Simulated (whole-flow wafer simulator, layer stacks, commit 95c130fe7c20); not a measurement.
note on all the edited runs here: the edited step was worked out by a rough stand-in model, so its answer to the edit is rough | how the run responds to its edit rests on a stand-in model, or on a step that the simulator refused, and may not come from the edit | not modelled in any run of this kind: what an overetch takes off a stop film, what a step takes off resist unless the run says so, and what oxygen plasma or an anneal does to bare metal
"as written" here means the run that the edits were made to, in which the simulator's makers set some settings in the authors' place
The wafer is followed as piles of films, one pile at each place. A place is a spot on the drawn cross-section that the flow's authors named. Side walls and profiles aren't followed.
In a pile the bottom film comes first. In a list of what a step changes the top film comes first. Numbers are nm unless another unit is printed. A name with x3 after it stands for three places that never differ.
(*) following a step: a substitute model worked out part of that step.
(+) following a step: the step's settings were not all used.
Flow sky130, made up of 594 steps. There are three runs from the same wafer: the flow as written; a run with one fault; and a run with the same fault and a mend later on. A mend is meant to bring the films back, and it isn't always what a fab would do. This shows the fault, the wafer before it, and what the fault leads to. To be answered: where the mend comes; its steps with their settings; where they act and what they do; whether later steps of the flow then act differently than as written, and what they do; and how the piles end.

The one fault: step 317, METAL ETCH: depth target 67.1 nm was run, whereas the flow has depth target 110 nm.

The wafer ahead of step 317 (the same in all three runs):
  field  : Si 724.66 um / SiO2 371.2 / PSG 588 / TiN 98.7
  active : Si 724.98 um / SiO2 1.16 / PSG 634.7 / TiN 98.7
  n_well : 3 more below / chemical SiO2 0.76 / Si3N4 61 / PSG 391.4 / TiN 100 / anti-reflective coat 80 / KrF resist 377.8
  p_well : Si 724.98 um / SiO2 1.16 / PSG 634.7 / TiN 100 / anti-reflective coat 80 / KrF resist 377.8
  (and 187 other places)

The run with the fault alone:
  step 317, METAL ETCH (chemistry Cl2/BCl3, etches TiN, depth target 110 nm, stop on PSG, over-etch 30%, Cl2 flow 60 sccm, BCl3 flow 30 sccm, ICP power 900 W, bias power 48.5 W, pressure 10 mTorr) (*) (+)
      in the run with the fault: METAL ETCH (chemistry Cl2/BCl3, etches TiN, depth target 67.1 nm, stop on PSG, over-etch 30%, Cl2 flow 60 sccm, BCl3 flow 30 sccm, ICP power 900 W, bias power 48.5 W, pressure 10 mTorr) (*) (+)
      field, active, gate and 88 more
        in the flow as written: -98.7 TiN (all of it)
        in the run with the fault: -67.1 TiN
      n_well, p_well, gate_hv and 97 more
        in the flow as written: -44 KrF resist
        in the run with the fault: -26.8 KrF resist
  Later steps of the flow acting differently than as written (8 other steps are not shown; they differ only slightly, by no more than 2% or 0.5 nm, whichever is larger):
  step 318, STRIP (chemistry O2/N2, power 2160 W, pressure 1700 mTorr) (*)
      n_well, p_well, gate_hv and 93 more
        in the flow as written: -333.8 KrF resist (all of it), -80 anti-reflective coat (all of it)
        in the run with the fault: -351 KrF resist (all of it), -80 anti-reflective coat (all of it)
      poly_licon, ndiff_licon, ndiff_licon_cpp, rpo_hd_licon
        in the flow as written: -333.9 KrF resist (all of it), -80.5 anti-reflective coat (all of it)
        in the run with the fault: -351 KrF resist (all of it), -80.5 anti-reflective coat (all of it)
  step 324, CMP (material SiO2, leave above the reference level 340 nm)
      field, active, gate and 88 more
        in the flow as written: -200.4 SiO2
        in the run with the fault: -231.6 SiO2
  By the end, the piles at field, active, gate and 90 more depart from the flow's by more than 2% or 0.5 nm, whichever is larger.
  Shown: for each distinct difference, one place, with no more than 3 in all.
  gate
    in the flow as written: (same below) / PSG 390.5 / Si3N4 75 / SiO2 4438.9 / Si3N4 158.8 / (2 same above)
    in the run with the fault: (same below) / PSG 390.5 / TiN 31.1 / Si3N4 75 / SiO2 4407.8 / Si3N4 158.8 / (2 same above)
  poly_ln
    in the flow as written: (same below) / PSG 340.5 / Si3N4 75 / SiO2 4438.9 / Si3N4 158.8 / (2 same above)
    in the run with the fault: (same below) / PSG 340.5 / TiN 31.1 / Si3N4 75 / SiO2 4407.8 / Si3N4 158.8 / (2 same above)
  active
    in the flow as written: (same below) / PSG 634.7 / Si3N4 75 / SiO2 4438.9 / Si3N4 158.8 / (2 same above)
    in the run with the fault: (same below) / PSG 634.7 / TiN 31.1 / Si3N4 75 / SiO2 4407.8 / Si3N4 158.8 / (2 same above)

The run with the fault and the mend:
  After step 317 comes the mend.
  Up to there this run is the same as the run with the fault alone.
  step 317a, METAL ETCH (chemistry Cl2/BCl3, etches TiN, depth target 42.9 nm, stop on PSG, over-etch 30%, Cl2 flow 60 sccm, BCl3 flow 30 sccm, ICP power 900 W, bias power 48.5 W, pressure 10 mTorr) (*) (+) (a further turn of the flow's step 317, with different settings)
      n_well, p_well, gate_hv and 97 more
        -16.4 KrF resist
      field, active, gate and 88 more
        -31.6 TiN (all of it)
  Later steps of the flow that are run all act as written at every place that is followed, up to a difference of at most 2% or 0.5 nm, whichever is larger.
  The piles end the same as the flow's at every place that both follow.
